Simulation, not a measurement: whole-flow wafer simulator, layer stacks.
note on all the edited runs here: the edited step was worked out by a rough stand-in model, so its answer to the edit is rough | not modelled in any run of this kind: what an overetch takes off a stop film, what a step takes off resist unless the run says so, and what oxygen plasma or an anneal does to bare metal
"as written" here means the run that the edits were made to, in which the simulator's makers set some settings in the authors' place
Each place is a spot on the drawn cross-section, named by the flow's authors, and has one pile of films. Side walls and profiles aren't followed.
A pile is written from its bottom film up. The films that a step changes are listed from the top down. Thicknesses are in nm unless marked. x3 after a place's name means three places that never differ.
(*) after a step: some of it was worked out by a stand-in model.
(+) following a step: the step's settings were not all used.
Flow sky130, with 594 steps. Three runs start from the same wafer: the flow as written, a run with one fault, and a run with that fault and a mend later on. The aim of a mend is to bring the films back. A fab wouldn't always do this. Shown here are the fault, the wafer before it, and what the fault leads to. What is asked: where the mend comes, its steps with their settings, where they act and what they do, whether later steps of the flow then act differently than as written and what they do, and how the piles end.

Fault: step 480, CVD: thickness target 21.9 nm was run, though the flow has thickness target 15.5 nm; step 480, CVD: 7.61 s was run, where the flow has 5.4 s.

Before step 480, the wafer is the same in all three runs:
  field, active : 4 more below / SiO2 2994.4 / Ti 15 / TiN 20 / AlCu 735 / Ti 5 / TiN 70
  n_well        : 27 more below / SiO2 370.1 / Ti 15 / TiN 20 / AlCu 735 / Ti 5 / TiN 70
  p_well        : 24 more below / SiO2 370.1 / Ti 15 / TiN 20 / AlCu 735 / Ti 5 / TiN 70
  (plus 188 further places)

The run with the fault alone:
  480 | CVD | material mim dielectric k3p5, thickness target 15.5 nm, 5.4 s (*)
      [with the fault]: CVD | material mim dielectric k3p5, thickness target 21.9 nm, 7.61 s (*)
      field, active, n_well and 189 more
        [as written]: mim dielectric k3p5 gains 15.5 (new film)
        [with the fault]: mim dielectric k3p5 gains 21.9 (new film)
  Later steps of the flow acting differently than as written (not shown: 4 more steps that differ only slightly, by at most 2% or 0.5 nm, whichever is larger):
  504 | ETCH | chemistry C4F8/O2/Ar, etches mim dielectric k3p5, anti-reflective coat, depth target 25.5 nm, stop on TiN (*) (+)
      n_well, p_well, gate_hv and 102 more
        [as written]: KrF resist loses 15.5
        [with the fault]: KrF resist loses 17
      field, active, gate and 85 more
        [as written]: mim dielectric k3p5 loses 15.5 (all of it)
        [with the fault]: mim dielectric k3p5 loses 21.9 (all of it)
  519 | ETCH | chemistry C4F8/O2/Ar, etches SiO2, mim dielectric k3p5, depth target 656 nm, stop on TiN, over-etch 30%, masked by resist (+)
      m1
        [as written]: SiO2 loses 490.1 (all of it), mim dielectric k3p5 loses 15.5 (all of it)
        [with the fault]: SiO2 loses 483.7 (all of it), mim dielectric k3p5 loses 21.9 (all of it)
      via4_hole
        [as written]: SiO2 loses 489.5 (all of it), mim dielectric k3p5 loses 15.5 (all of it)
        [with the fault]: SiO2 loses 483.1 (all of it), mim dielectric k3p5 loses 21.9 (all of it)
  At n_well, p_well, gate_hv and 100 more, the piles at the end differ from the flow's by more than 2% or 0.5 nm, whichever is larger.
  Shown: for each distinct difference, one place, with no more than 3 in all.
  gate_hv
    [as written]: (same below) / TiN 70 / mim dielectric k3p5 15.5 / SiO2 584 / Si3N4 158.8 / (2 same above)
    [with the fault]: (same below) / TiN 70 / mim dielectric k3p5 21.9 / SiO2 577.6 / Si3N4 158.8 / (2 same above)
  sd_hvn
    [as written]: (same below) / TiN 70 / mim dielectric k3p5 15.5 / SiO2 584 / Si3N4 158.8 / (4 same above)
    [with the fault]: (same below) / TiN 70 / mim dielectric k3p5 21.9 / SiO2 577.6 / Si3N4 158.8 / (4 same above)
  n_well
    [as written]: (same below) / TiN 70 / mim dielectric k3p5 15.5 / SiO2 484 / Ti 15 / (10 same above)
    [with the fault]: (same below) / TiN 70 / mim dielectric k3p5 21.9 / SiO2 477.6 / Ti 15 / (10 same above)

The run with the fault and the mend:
  The mend follows step 480.
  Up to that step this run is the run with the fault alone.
  480a | ETCH | chemistry C4F8/O2/Ar, etches mim dielectric k3p5, anti-reflective coat, depth target 6.4 nm (*) (the flow's step 450, run once more with other settings)
      field, active, n_well and 189 more
        mim dielectric k3p5 loses 6.4
  Later steps of the flow that are run all act as written at every place that is followed.
  At every place that both follow, the piles at the end match the flow's.
